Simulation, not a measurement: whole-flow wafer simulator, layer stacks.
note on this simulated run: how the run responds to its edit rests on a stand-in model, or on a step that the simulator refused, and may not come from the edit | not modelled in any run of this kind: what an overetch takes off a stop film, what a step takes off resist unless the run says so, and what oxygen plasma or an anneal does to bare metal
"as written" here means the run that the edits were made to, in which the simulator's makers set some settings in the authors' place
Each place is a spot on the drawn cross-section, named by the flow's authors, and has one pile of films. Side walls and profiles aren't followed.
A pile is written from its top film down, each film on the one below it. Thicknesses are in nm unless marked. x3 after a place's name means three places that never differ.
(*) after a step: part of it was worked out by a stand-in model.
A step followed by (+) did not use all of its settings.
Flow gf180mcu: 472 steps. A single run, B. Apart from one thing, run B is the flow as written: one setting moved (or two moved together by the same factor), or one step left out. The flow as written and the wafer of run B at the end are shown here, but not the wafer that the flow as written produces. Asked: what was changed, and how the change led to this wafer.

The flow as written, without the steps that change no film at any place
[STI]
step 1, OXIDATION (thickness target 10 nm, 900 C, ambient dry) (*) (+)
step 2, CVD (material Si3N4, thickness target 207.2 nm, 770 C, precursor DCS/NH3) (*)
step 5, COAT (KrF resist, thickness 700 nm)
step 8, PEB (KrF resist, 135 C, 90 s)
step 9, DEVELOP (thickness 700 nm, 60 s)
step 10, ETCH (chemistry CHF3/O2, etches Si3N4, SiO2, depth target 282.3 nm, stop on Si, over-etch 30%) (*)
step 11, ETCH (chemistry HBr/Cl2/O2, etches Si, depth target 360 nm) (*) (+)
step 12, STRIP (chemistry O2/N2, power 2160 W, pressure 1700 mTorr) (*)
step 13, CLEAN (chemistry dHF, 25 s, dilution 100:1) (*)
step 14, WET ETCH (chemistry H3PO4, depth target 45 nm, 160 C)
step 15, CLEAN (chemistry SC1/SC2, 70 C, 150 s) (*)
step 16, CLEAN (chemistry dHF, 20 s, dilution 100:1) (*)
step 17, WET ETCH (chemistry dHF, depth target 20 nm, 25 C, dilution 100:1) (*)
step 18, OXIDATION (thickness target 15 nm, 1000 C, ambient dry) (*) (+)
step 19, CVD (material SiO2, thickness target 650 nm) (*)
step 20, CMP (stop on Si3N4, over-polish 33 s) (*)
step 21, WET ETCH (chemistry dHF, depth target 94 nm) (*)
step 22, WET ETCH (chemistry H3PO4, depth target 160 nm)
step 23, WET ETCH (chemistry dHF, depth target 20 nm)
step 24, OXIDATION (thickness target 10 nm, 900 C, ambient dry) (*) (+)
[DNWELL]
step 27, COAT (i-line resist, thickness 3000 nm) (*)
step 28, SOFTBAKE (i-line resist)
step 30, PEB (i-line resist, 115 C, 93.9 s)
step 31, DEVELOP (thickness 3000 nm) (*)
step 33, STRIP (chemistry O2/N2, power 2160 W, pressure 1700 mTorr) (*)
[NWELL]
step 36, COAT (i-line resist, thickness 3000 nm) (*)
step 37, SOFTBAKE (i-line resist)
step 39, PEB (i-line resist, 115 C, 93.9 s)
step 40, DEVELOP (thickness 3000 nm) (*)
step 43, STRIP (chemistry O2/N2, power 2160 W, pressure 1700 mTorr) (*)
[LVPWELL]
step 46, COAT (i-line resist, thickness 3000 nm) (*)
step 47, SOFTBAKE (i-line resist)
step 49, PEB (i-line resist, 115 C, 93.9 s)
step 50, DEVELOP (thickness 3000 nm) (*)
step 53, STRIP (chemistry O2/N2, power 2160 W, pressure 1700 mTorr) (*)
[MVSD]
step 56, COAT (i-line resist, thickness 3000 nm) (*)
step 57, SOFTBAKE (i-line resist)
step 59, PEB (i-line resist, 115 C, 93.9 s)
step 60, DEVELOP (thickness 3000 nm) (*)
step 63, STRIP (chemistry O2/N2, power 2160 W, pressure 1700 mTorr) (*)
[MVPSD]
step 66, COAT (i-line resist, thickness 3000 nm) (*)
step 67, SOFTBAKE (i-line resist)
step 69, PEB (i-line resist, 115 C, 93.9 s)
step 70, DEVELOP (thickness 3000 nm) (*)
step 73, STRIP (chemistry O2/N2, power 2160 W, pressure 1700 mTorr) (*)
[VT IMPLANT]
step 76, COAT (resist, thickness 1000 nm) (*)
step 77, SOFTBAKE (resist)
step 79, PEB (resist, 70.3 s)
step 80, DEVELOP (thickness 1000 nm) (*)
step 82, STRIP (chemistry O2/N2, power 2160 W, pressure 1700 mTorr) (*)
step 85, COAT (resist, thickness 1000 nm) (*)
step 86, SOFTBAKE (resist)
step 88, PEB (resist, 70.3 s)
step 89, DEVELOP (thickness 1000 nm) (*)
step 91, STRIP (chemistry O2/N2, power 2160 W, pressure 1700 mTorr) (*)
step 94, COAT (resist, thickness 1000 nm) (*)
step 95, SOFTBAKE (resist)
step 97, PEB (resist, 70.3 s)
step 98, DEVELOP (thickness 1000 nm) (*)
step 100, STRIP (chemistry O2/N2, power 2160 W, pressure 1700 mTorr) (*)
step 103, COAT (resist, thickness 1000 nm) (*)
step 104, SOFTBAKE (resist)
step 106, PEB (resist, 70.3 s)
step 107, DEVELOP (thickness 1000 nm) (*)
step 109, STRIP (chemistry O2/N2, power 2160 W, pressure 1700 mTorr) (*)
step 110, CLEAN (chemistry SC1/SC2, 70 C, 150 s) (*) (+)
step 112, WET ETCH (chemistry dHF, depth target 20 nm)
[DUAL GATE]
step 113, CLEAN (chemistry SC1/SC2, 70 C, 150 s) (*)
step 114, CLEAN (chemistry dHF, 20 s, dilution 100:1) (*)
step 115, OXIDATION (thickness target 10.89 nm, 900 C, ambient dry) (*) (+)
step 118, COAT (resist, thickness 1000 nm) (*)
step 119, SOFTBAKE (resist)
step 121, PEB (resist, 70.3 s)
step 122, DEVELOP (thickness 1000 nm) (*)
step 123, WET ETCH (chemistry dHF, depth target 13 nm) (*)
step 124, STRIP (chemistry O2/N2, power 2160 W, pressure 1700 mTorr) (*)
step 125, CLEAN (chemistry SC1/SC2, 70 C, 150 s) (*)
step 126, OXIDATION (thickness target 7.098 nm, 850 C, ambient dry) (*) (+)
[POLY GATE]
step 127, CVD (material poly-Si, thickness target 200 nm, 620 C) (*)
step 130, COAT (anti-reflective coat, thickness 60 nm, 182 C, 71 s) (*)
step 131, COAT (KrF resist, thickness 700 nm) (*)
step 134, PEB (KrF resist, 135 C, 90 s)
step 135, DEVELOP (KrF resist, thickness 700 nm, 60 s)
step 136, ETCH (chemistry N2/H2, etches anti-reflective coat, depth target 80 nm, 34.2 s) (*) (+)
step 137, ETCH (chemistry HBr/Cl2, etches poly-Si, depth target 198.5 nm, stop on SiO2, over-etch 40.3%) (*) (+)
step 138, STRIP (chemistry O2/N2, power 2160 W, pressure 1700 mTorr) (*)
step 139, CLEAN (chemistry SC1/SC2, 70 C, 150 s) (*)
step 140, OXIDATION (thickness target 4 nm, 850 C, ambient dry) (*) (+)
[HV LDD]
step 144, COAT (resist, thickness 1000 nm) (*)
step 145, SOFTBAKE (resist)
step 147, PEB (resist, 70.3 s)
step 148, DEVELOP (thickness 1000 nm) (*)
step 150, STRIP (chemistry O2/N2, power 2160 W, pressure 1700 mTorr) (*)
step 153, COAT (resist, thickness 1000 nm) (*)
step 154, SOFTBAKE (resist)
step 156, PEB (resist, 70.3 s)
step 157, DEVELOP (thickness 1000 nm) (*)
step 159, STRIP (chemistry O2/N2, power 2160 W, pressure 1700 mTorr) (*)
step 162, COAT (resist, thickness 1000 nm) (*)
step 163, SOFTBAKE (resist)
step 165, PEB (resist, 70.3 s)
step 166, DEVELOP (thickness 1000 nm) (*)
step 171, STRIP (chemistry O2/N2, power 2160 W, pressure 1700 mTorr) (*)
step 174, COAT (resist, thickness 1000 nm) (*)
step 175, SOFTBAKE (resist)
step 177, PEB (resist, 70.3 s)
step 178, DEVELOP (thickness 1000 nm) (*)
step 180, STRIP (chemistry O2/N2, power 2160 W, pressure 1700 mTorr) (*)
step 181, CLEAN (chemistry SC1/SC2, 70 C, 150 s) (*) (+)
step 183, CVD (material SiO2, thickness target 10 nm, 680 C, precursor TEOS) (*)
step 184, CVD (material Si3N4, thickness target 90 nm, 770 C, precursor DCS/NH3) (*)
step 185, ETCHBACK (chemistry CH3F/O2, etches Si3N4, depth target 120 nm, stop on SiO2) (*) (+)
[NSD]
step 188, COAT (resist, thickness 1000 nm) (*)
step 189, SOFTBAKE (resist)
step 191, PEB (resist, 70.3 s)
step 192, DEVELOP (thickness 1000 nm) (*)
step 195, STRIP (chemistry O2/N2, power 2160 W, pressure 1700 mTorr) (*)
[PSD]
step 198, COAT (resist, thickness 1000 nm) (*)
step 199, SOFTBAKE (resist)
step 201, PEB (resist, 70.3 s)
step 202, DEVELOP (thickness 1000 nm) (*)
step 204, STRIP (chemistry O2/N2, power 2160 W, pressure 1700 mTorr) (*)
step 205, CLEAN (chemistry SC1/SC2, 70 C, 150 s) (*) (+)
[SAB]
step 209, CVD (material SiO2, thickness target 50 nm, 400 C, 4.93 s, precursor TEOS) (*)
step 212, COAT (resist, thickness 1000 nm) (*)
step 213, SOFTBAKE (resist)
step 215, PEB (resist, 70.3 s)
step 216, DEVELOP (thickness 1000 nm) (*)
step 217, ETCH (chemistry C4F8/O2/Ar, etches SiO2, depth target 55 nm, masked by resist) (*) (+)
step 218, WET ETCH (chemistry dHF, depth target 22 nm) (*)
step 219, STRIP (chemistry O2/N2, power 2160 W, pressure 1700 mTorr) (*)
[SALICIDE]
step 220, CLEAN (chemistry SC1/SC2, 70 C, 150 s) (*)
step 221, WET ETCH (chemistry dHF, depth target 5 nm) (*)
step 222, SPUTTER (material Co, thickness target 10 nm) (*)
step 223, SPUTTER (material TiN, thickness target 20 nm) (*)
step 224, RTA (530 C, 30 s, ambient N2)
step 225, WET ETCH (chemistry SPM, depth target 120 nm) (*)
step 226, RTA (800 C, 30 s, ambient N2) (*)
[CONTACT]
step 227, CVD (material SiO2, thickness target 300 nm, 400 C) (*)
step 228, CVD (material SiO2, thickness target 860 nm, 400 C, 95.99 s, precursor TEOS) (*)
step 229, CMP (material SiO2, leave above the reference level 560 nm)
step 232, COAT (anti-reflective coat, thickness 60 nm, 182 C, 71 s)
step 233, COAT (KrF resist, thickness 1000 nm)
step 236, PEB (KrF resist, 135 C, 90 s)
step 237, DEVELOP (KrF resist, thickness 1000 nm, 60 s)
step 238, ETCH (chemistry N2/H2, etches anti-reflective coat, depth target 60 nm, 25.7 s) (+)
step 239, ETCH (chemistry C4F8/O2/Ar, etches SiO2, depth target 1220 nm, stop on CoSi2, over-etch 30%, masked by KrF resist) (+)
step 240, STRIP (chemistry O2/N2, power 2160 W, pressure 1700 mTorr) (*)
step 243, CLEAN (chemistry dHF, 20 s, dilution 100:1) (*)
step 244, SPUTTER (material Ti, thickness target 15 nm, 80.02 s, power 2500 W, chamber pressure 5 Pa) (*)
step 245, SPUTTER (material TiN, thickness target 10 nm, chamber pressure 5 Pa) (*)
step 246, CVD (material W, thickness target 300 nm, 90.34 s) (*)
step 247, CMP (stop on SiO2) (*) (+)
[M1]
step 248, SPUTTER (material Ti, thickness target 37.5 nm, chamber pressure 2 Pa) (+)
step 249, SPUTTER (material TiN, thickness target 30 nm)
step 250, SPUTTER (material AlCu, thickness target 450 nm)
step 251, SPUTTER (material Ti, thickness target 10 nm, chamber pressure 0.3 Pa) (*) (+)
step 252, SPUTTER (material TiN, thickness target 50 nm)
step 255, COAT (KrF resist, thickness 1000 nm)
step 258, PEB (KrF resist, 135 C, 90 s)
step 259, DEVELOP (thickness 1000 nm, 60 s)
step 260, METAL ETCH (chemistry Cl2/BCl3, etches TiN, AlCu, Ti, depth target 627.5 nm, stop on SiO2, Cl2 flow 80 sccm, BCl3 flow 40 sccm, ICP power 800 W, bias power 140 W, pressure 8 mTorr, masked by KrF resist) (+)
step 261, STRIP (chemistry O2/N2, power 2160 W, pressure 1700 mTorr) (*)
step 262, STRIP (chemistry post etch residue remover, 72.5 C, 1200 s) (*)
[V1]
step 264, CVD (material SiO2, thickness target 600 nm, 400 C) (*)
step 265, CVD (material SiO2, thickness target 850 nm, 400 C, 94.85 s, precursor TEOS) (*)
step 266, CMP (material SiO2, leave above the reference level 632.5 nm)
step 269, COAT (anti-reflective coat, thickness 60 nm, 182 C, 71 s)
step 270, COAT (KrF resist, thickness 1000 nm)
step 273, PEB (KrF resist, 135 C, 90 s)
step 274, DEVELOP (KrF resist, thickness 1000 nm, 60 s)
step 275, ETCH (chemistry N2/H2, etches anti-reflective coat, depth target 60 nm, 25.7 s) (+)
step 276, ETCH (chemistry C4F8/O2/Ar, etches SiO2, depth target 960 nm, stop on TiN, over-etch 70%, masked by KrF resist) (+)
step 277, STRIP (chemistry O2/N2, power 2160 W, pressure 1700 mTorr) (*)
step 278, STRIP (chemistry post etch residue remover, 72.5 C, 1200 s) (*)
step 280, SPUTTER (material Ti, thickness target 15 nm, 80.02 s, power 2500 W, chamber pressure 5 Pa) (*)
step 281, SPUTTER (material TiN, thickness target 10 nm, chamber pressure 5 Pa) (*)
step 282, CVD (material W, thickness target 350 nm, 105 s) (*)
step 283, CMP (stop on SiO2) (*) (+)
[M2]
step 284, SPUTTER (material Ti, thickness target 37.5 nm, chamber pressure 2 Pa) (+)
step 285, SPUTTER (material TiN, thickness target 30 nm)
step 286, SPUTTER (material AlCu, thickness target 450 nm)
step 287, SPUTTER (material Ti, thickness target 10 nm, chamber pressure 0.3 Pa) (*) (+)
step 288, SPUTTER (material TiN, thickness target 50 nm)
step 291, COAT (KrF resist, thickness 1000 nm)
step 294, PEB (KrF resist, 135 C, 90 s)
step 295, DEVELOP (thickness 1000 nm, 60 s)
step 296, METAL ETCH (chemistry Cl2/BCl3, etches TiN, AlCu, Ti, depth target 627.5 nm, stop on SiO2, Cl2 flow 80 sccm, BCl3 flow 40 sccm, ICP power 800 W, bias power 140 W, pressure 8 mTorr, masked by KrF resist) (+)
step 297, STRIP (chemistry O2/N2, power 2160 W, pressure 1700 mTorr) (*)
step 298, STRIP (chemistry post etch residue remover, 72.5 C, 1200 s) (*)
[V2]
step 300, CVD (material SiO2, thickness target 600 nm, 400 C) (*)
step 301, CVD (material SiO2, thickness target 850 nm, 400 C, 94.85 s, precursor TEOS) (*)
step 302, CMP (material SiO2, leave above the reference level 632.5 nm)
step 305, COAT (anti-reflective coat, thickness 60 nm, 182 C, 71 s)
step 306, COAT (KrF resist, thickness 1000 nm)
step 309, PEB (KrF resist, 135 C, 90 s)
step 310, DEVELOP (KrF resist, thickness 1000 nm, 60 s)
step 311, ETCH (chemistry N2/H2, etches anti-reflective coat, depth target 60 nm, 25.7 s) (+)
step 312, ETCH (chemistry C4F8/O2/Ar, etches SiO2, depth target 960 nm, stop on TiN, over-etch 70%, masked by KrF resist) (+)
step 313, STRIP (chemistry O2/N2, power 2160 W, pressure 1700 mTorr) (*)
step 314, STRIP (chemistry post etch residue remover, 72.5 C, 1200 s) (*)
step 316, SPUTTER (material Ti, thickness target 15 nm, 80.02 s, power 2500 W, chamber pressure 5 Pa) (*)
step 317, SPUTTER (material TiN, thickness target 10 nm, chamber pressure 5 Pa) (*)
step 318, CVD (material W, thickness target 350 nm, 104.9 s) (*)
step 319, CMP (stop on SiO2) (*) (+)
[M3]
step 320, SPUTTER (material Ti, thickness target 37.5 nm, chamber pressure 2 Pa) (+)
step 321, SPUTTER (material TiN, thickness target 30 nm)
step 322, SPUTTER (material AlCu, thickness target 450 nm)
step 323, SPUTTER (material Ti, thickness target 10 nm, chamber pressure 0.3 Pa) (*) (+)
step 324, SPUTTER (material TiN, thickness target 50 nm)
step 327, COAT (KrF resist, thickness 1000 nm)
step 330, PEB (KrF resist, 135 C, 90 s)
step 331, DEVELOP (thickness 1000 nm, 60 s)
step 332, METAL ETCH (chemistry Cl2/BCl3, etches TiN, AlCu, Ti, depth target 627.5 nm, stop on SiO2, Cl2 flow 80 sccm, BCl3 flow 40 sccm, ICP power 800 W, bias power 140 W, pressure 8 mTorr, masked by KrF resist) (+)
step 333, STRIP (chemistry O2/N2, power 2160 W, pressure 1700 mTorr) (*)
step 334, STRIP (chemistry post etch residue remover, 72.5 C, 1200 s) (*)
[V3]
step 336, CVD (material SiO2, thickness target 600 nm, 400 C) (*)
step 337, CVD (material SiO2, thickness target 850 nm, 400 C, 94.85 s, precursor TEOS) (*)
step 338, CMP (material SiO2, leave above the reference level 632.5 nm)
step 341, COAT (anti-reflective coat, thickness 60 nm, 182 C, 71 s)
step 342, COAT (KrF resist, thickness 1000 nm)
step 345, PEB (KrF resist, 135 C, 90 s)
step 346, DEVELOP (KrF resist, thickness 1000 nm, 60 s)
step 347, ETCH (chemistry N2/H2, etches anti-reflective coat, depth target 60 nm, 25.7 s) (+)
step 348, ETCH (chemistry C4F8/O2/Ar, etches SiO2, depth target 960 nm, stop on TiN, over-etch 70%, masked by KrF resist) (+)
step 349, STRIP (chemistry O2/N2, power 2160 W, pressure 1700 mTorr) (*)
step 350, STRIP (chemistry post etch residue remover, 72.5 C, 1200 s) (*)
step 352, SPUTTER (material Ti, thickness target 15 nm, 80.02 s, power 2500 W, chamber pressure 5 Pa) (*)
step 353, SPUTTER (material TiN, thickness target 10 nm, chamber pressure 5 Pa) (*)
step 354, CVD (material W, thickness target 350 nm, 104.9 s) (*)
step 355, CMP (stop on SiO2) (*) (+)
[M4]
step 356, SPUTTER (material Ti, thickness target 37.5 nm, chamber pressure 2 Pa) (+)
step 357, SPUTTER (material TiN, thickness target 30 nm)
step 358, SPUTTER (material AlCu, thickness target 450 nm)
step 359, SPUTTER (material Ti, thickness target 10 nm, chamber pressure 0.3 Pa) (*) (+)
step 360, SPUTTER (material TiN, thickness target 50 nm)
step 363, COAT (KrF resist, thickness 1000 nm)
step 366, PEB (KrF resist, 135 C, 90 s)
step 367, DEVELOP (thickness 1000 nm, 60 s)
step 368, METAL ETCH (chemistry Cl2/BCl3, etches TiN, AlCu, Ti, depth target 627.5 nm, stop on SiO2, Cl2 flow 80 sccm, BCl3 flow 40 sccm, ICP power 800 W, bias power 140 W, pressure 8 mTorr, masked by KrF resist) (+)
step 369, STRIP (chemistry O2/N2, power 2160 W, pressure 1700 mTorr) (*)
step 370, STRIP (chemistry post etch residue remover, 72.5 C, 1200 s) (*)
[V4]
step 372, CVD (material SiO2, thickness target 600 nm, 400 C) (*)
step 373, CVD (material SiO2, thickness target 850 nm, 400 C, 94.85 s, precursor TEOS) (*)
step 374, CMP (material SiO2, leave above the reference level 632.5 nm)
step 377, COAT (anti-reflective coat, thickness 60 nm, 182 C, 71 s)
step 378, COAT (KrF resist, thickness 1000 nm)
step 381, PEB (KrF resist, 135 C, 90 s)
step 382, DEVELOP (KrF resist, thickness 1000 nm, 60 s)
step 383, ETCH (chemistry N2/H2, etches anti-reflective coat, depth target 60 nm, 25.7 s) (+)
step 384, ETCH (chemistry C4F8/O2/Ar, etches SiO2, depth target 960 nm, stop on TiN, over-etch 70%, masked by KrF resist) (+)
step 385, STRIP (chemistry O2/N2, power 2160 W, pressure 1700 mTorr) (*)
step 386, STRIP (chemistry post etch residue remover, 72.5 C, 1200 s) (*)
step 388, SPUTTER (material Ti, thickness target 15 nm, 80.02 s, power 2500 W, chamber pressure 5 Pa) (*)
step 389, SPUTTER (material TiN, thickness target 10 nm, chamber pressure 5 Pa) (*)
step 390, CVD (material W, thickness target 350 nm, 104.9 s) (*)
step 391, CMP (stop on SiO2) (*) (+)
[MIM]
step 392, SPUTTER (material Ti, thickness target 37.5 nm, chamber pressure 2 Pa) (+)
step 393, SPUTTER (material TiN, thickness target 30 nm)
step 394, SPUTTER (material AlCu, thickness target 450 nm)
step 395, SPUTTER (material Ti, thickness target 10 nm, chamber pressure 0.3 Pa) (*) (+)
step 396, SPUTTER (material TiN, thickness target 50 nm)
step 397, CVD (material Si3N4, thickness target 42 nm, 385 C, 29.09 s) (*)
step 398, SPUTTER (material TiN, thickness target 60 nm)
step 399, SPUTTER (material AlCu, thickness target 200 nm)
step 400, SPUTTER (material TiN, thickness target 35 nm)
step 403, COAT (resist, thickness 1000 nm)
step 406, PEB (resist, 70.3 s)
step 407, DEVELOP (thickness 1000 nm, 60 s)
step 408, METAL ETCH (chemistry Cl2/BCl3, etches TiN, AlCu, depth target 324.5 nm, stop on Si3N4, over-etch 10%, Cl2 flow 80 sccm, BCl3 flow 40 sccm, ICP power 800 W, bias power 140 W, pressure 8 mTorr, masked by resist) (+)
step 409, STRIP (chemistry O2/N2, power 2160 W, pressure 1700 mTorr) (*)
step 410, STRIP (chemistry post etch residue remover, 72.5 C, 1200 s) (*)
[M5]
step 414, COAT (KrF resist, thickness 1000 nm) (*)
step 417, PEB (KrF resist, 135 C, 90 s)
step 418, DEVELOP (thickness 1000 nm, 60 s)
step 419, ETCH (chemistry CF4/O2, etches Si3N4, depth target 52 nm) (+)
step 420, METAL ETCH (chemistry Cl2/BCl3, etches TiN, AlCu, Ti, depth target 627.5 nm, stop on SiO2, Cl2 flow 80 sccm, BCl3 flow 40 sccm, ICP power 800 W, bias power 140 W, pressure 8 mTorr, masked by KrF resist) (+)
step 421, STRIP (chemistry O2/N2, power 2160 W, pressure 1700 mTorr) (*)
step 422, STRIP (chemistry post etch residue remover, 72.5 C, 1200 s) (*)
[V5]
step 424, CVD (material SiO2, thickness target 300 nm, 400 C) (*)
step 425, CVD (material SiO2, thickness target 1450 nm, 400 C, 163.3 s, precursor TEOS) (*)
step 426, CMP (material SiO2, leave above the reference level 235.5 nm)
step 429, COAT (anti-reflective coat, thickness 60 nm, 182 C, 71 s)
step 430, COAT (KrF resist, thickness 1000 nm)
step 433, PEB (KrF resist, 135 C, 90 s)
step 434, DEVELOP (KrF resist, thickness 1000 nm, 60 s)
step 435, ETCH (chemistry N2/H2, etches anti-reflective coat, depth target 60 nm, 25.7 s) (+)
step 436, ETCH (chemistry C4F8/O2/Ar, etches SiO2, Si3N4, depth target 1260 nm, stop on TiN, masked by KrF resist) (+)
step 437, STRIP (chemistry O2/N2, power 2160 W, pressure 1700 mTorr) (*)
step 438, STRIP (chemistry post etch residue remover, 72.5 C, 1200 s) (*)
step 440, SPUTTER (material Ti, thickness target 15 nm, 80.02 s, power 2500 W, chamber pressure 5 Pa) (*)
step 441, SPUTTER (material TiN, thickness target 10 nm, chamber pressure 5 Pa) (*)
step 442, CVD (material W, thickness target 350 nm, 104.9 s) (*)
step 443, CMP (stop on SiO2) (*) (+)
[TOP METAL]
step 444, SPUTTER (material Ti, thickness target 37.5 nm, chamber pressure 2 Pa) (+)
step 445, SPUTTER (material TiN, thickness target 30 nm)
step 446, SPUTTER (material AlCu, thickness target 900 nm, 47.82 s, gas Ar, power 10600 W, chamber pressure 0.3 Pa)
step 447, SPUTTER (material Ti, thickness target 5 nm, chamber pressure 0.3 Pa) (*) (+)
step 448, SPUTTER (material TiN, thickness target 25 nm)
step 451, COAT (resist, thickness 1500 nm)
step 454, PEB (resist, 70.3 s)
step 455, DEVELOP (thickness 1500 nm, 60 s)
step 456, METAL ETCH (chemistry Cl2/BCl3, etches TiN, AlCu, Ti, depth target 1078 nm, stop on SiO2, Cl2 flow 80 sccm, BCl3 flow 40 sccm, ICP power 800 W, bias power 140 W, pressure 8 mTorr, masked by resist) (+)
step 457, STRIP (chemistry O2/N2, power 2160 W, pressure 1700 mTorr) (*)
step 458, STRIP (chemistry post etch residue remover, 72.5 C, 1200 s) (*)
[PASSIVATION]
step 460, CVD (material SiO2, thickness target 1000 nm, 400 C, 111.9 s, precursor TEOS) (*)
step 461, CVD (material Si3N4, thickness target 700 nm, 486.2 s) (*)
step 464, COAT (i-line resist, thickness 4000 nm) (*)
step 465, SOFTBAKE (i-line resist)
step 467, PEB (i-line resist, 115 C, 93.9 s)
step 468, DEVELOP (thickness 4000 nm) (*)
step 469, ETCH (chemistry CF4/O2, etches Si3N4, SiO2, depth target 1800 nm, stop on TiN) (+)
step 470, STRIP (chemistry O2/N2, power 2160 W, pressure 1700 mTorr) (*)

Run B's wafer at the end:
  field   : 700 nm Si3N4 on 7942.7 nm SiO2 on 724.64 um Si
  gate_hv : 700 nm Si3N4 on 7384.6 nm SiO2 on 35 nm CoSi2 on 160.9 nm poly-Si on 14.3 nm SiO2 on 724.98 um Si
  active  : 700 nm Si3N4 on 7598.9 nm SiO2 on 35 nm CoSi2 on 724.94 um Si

Cause: step 374, CMP: leave above the reference level 347.9 nm was run, while the flow as written has leave above the reference level 632.5 nm.

The path from the change to this, step by step:
  step 374, CMP (material SiO2, leave above the reference level 632.5 nm)
      field, field__w1, field__w2 and 103 more: SiO2 loses 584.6 (in the flow as written it would be: SiO2 loses 300)
      field__w8, contact, m1, m1__w1, m1_nw: SiO2 loses 1161.7 (in the flow as written it would be: SiO2 loses 877.1)
  step 384, ETCH (chemistry C4F8/O2/Ar, etches SiO2, depth target 960 nm, stop on TiN, over-etch 70%, masked by KrF resist) (+)
      field, field__w1, field__w2 and 107 more: KrF resist loses 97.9 (in the flow as written it would be: KrF resist loses 192)
      contact: SiO2 loses 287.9 (all of it) (in the flow as written it would be: SiO2 loses 572.5 (all of it))
  step 385, STRIP (chemistry O2/N2, power 2160 W, pressure 1700 mTorr) (*)
      field, field__w1, field__w2 and 107 more: KrF resist loses 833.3 (all of it), anti-reflective coat loses 60 (all of it) (in the flow as written it would be: KrF resist loses 739.2 (all of it), anti-reflective coat loses 60 (all of it))
  step 388, SPUTTER (material Ti, thickness target 15 nm, 80.02 s, power 2500 W, chamber pressure 5 Pa) (*)
      contact: Ti gains 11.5 (new film) (in the flow as written it would be: Ti gains 9.65 (new film))
  step 389, SPUTTER (material TiN, thickness target 10 nm, chamber pressure 5 Pa) (*)
      contact: TiN gains 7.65 (new film) (in the flow as written it would be: TiN gains 6.4 (new film))
  step 390, CVD (material W, thickness target 350 nm, 104.9 s) (*)
      contact: W gains 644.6 (new film) (in the flow as written it would be: W gains 932.3 (new film))
